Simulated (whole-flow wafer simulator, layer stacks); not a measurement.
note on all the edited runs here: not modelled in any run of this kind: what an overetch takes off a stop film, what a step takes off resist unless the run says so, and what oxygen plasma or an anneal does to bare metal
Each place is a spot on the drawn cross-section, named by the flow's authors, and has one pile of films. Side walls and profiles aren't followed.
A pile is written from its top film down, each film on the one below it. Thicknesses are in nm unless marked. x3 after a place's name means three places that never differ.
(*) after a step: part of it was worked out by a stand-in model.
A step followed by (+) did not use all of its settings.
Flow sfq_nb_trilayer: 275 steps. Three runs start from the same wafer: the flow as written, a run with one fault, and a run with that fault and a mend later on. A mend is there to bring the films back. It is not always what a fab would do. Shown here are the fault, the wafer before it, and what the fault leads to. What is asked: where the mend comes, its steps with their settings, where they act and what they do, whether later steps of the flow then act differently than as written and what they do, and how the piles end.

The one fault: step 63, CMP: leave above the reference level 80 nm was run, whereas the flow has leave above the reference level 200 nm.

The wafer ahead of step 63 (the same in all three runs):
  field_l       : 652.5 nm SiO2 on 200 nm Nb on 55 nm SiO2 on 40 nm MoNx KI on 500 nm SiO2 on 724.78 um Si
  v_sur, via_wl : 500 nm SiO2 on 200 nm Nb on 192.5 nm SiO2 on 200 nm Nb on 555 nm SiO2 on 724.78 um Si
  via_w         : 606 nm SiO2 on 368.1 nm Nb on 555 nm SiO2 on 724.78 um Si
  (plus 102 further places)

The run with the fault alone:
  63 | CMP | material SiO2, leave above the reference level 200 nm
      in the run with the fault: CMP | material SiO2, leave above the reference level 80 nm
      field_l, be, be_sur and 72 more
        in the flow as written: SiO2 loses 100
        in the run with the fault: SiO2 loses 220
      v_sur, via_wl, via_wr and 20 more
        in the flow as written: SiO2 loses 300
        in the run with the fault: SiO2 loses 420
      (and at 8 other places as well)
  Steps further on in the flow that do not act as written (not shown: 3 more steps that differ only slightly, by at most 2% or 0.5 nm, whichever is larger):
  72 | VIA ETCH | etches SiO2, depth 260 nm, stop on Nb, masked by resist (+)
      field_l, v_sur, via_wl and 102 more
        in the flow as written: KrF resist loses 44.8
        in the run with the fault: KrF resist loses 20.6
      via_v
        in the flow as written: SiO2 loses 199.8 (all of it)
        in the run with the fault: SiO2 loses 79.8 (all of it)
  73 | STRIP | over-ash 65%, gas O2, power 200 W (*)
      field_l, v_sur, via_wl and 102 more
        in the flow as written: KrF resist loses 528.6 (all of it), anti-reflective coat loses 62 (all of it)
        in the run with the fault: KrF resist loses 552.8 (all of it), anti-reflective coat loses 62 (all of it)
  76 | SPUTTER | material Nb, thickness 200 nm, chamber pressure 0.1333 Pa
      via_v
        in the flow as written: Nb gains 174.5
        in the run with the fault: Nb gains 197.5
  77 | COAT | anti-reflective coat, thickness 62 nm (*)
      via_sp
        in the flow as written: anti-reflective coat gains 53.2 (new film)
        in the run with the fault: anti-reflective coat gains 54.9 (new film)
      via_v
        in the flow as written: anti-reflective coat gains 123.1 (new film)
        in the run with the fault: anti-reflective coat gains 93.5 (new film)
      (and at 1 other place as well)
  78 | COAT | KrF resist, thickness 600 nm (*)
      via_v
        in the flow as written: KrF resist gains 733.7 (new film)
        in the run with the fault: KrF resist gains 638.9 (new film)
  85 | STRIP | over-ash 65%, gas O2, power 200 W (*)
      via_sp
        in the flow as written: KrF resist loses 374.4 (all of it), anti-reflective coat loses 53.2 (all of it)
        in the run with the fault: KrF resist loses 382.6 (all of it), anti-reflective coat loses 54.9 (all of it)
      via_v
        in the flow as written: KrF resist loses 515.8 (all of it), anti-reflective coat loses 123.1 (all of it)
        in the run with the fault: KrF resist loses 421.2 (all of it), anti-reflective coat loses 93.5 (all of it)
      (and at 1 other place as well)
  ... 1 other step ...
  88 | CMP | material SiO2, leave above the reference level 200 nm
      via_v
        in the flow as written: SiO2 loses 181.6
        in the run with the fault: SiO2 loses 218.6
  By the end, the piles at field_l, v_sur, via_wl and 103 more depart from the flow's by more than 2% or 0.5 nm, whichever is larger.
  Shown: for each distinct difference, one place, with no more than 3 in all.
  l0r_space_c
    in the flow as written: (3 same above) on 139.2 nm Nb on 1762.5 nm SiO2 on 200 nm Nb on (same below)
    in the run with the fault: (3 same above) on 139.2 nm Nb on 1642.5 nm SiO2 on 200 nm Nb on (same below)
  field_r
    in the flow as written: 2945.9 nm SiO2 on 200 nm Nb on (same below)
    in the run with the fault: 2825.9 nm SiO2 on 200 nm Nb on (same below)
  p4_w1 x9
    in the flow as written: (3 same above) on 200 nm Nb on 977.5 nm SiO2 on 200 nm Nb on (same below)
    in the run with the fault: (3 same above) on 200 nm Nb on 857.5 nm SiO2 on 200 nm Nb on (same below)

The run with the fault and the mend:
  After step 64 comes the mend.
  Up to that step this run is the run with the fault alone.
  64a | PECVD | material SiO2, thickness 120 nm, 150 C, 26.67 s, RF power 183.3 W, pressure 2.4 Torr, precursor SiH4/N2O (a further turn of the flow's step 62, with different settings)
      field_l, v_sur, via_wl and 103 more
        SiO2 gains 120
  None of the later steps of the flow acts differently than as written at any place that is followed.
  By the end, the piles equal the flow's at every place that both follow.
